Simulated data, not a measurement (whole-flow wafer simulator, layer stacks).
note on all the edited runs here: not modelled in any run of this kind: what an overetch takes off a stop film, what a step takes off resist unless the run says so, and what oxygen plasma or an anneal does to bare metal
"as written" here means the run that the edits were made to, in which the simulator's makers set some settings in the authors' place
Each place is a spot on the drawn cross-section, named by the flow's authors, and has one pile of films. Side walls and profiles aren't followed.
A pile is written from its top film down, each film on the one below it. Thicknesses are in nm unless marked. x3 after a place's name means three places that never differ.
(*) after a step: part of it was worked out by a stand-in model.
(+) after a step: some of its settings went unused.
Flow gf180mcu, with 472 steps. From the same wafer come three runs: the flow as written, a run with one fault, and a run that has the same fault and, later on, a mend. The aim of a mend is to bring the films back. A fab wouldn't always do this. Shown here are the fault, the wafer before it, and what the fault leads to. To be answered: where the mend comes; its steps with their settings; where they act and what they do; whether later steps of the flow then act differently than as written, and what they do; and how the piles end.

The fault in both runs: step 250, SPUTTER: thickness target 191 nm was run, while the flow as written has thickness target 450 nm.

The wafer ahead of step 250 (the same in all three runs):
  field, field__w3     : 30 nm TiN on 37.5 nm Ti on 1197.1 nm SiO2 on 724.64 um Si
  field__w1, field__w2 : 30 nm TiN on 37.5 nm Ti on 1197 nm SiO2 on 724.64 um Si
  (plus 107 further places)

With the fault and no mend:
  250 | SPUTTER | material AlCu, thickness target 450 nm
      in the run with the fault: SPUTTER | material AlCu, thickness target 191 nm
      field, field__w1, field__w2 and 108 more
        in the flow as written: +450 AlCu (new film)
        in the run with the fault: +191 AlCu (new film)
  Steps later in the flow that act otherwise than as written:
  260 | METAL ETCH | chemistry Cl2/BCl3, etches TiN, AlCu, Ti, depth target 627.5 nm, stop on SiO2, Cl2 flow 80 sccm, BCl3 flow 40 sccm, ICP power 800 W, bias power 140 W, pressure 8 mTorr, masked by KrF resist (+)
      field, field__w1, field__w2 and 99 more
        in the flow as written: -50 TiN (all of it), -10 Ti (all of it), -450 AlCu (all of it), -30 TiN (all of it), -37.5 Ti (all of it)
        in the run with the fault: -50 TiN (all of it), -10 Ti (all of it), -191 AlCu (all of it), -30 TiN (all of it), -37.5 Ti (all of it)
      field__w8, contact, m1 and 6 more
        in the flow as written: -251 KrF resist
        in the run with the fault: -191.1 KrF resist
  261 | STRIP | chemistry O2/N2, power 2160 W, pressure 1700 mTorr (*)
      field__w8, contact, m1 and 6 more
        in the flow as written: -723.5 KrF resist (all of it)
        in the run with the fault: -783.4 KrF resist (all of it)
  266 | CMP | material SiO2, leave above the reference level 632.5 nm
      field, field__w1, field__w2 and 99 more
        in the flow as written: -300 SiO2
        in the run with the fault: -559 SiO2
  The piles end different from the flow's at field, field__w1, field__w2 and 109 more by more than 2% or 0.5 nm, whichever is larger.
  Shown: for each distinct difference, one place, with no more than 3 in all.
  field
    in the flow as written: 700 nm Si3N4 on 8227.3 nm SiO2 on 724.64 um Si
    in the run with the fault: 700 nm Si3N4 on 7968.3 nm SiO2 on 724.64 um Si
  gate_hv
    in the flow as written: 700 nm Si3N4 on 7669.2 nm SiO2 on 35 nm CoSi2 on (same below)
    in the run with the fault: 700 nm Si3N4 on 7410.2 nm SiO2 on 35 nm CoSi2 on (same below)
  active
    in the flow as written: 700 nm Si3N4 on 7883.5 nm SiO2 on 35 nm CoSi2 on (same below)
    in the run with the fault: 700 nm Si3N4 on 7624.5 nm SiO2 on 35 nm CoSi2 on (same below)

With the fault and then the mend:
  The mend stands after step 250.
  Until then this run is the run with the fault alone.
  250a | SPUTTER | material AlCu, thickness target 259 nm (a further turn of the flow's step 250, with different settings)
      field, field__w1, field__w2 and 108 more
        +259 AlCu
  None of the later steps of the flow acts differently than as written at any place that is followed.
  At every place that both follow, the piles at the end match the flow's.
